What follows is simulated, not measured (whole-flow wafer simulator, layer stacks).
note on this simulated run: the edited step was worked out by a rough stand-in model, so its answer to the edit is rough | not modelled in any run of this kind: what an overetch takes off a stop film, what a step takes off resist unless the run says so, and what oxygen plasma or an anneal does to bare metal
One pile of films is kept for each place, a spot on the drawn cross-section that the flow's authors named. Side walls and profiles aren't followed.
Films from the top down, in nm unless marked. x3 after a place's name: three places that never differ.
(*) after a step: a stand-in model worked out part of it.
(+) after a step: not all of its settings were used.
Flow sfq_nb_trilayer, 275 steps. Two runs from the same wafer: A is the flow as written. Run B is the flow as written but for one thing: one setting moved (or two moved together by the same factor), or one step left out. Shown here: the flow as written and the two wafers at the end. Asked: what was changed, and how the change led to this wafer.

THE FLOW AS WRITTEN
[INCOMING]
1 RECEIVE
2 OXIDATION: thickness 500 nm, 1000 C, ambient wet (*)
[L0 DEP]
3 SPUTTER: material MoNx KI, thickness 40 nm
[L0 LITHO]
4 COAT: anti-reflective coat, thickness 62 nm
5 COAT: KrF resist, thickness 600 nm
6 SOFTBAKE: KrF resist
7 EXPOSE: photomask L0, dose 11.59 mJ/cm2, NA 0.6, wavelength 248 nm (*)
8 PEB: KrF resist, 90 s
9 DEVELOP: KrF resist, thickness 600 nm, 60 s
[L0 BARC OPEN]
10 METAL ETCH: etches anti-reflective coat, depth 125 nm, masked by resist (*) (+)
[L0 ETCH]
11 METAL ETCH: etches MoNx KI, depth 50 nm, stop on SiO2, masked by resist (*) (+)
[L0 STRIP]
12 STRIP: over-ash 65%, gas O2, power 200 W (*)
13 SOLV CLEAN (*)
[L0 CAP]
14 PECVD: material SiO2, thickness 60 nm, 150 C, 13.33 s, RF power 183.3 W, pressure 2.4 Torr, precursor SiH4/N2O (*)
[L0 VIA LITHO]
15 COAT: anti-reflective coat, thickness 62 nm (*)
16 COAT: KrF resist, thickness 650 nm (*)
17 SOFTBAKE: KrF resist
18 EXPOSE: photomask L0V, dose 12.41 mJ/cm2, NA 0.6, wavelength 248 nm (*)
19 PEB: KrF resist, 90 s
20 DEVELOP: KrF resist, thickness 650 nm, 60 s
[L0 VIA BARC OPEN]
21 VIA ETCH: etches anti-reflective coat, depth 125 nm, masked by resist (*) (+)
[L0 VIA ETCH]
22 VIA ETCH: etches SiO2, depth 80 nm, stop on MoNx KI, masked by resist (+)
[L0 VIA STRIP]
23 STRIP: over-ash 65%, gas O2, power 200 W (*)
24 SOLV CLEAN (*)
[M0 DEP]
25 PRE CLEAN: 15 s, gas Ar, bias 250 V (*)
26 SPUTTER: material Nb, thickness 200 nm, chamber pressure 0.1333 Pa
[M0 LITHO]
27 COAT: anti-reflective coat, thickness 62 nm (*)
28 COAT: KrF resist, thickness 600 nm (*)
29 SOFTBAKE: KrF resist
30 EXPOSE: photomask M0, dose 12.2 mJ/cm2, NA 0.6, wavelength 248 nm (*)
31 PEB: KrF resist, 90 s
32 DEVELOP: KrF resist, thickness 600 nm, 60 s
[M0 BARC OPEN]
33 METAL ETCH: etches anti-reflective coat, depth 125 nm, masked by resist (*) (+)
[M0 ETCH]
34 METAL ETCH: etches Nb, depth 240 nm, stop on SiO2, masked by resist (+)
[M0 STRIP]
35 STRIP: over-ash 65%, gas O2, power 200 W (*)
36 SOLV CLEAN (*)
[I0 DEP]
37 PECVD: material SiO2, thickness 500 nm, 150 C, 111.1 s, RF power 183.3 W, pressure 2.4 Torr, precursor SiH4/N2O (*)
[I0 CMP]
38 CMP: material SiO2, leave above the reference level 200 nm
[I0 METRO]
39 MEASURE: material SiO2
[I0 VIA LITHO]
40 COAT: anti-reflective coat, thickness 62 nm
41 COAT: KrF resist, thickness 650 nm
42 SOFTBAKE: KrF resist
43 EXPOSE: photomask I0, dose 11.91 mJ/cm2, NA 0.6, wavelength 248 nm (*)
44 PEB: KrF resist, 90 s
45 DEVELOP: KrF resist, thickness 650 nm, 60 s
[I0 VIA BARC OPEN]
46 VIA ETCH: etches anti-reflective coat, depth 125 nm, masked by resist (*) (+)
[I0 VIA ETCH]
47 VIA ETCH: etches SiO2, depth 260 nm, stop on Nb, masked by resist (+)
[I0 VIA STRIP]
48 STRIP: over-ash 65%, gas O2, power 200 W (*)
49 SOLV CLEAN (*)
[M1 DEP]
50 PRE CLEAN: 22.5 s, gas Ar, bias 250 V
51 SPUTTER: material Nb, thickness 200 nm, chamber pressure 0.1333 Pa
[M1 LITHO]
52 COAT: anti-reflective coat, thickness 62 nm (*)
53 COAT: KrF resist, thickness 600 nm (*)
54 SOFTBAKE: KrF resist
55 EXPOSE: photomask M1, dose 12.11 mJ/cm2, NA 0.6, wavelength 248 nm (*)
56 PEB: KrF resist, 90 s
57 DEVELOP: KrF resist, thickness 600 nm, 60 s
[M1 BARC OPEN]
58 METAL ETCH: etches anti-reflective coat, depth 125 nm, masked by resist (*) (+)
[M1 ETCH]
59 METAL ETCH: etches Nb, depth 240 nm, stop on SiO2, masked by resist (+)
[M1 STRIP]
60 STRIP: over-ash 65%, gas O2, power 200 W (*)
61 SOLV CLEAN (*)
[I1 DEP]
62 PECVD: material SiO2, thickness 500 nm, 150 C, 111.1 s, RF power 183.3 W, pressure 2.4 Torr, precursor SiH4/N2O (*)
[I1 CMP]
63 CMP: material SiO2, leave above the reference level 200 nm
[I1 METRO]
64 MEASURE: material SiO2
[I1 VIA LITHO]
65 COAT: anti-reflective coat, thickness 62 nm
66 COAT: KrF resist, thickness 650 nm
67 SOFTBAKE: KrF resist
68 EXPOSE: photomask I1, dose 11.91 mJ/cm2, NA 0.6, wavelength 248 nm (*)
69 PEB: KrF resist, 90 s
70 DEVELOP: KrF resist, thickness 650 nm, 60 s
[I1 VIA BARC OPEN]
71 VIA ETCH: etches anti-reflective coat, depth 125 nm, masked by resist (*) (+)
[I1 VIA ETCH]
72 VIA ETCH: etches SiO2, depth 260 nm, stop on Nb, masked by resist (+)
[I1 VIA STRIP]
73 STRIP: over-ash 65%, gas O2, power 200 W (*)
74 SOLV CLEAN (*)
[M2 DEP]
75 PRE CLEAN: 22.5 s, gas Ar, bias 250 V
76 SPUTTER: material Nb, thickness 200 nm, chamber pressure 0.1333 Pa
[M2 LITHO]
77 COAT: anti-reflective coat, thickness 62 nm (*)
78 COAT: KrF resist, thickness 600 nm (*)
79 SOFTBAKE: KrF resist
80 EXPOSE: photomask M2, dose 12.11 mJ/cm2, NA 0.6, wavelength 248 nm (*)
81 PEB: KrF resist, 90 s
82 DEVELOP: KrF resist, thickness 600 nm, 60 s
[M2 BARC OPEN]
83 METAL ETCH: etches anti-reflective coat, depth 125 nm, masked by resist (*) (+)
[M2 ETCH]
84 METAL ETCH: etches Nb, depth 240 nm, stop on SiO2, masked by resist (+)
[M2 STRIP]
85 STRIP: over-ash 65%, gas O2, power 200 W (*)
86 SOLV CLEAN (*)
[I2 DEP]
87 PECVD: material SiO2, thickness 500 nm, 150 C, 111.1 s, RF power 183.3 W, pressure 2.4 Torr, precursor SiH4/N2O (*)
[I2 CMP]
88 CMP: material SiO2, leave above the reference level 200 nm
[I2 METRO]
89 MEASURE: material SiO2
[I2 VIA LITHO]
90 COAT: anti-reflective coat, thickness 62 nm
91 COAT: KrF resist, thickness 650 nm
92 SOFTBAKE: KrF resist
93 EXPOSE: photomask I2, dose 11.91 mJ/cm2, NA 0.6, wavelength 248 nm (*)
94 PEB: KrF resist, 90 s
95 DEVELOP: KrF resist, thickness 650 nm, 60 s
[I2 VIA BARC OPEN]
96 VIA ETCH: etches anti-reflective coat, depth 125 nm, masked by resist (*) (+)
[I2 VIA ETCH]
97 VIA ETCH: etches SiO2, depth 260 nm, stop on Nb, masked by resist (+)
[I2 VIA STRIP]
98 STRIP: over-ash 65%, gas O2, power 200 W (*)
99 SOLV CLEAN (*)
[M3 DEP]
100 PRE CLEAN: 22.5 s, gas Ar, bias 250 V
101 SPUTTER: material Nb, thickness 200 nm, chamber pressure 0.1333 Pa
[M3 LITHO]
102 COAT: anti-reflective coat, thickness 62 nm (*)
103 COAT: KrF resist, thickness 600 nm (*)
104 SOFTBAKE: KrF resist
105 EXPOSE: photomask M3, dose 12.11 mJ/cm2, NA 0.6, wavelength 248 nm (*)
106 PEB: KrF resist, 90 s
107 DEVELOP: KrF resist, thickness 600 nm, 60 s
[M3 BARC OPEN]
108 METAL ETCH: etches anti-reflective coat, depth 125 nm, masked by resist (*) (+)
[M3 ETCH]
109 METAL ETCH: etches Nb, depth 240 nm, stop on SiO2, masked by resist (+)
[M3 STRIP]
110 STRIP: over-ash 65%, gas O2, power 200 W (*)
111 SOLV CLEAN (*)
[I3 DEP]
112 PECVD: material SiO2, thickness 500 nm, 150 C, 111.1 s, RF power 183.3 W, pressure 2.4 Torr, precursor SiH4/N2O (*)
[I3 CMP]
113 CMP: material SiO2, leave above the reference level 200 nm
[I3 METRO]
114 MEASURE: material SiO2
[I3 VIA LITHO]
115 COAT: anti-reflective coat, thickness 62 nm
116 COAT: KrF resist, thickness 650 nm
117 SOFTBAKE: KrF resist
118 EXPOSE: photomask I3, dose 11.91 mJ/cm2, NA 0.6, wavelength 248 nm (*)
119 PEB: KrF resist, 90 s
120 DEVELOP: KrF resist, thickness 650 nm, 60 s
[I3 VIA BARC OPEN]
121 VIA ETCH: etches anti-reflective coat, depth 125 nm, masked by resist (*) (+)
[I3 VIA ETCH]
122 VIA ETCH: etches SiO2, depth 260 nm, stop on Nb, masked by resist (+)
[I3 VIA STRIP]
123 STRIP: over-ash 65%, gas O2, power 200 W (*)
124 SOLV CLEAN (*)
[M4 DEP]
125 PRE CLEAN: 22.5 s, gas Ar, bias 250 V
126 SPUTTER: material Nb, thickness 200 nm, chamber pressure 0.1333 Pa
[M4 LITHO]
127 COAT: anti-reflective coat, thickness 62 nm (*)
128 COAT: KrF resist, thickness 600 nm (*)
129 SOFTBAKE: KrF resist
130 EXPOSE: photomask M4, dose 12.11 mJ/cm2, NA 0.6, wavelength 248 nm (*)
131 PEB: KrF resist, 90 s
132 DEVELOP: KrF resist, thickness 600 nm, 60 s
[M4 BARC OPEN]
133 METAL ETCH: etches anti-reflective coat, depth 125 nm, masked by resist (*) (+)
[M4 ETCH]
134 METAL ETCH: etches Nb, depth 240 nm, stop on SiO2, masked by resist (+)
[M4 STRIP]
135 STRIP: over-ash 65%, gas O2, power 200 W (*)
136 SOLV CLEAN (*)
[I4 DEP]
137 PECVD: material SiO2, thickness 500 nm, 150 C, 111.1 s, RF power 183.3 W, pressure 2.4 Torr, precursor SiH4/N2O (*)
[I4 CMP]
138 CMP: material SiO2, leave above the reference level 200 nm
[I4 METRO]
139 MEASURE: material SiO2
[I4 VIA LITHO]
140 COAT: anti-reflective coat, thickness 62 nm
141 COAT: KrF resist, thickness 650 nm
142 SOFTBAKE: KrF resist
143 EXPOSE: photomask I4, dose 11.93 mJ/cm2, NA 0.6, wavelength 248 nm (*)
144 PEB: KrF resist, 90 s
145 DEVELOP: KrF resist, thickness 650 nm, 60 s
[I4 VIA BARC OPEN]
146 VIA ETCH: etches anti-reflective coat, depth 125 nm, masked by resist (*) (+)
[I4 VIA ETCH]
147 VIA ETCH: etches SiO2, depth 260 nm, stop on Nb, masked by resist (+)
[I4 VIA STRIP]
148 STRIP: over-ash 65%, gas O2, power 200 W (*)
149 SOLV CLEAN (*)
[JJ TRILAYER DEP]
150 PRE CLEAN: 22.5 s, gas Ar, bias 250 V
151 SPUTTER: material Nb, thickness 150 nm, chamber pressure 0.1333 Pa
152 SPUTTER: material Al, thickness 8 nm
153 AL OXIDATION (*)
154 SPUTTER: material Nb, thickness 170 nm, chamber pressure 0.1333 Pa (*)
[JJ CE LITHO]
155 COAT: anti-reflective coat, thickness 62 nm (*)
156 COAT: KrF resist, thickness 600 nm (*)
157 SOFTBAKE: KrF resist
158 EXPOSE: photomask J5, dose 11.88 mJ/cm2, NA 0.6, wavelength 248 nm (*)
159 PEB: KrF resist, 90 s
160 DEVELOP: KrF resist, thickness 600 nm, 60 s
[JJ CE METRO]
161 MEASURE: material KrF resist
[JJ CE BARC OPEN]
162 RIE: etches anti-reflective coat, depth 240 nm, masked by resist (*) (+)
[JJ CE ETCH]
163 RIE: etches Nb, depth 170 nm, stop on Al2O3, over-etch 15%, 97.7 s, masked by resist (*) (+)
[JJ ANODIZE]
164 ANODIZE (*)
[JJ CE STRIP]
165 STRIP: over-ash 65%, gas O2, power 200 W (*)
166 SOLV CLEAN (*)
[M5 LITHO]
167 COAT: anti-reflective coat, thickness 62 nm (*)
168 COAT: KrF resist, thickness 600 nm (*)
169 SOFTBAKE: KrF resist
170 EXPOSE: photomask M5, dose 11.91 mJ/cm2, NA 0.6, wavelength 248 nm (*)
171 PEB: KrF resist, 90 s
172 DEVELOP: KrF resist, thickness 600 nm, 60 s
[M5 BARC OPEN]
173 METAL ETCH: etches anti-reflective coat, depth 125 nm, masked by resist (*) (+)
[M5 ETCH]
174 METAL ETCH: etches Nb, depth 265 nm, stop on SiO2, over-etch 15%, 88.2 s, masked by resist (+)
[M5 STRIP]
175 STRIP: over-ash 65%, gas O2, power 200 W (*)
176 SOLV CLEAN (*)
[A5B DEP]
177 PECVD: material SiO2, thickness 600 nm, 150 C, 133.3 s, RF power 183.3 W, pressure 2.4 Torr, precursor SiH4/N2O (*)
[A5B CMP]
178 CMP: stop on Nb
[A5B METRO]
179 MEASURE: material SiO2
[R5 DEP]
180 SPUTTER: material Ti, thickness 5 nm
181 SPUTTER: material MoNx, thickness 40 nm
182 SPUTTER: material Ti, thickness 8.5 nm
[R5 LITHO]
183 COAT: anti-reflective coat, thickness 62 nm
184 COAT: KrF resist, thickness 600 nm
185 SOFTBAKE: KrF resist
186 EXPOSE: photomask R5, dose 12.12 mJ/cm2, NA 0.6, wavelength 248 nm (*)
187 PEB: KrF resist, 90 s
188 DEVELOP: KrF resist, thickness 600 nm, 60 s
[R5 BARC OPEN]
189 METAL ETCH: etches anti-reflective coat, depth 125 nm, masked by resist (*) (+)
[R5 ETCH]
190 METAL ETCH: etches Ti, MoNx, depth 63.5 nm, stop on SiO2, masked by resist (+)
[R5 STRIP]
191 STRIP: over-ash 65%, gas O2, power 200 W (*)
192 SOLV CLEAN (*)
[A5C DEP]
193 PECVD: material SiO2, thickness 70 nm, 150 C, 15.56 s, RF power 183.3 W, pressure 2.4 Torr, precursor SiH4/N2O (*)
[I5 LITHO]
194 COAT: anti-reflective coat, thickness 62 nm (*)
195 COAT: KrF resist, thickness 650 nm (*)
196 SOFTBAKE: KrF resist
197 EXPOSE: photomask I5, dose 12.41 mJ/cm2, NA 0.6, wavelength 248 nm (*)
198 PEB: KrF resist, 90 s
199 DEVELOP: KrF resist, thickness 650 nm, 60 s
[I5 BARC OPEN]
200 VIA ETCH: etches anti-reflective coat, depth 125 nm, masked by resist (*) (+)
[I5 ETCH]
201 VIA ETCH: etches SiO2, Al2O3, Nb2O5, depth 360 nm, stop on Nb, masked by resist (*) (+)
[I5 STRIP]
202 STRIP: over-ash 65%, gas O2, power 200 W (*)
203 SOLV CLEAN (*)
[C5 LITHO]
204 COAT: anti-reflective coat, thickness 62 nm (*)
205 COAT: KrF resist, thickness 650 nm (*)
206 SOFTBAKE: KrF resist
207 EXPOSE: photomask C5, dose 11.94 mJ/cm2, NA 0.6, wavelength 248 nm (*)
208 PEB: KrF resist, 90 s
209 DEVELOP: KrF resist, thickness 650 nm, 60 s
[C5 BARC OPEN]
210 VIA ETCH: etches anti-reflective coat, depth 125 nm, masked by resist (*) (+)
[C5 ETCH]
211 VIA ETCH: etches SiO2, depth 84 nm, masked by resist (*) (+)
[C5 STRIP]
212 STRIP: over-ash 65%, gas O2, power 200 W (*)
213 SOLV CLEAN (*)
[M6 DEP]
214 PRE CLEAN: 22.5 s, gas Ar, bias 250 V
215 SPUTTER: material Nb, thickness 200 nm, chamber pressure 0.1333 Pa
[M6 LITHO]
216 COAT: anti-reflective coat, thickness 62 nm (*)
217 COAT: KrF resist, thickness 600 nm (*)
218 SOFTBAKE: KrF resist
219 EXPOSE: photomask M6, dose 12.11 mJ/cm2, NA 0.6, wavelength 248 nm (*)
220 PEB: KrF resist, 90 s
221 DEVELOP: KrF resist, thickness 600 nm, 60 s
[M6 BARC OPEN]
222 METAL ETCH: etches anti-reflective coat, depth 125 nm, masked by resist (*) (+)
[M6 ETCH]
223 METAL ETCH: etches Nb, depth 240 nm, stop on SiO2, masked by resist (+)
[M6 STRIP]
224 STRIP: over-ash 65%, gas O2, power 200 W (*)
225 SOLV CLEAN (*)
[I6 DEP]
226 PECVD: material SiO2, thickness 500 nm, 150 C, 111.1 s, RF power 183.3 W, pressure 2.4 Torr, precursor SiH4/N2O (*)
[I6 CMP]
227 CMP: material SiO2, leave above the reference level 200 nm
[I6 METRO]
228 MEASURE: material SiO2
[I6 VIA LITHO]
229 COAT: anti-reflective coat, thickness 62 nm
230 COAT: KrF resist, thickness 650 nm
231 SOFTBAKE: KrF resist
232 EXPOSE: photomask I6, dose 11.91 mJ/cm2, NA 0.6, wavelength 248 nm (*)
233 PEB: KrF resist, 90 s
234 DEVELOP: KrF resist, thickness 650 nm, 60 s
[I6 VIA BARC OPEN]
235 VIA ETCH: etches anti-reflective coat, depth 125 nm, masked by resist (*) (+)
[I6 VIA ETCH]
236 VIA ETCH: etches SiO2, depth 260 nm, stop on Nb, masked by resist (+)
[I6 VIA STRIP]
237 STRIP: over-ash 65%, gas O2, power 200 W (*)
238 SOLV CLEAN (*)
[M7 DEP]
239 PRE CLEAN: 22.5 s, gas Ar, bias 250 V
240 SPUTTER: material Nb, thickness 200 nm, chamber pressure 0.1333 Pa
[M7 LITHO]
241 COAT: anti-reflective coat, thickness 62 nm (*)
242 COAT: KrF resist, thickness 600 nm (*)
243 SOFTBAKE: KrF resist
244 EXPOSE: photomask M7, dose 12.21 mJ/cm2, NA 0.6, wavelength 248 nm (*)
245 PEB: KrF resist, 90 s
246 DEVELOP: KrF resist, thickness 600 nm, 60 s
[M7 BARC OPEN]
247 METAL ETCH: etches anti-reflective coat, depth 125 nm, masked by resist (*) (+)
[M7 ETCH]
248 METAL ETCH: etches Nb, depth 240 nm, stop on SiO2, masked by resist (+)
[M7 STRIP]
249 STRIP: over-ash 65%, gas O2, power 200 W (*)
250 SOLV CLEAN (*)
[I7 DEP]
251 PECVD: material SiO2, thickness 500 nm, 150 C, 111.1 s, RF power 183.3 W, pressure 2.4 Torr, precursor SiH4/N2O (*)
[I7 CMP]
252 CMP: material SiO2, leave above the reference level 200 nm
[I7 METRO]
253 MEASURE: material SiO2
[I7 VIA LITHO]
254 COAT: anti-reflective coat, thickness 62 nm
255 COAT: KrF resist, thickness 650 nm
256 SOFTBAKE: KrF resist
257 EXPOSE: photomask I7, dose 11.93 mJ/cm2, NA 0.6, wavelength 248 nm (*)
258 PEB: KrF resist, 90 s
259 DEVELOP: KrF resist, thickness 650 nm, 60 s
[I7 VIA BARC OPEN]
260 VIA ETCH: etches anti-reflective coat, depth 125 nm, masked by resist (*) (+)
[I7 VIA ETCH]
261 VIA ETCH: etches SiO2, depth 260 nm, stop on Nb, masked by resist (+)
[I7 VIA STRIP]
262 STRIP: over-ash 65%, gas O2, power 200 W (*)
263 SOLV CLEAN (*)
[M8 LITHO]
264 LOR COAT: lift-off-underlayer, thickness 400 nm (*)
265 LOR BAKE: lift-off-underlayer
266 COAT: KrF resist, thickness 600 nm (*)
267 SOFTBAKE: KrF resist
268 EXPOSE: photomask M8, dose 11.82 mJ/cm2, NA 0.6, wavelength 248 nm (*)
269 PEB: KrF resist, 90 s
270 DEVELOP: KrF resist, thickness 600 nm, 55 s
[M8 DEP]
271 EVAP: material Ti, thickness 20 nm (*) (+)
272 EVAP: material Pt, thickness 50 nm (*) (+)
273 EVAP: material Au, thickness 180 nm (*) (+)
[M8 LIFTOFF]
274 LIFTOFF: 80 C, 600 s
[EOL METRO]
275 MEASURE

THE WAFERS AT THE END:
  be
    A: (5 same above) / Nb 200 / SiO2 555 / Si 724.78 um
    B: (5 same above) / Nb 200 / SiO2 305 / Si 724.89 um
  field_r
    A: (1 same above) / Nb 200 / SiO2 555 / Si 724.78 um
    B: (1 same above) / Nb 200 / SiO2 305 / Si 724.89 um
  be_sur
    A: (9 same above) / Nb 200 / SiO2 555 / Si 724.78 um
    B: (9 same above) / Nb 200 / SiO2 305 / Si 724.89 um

The cause: step 2, OXIDATION: thickness 250 nm was run, where the flow has thickness 500 nm.

How the change led to this, step by step:
  2 OXIDATION: thickness 500 nm, 1000 C, ambient wet (*)
      field_l, v_sur, via_wl and 103 more: A SiO2 +500 (new film), chemical SiO2 -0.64 (all of it), Si -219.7 | B SiO2 +250 (new film), chemical SiO2 -0.64 (all of it), Si -109.7
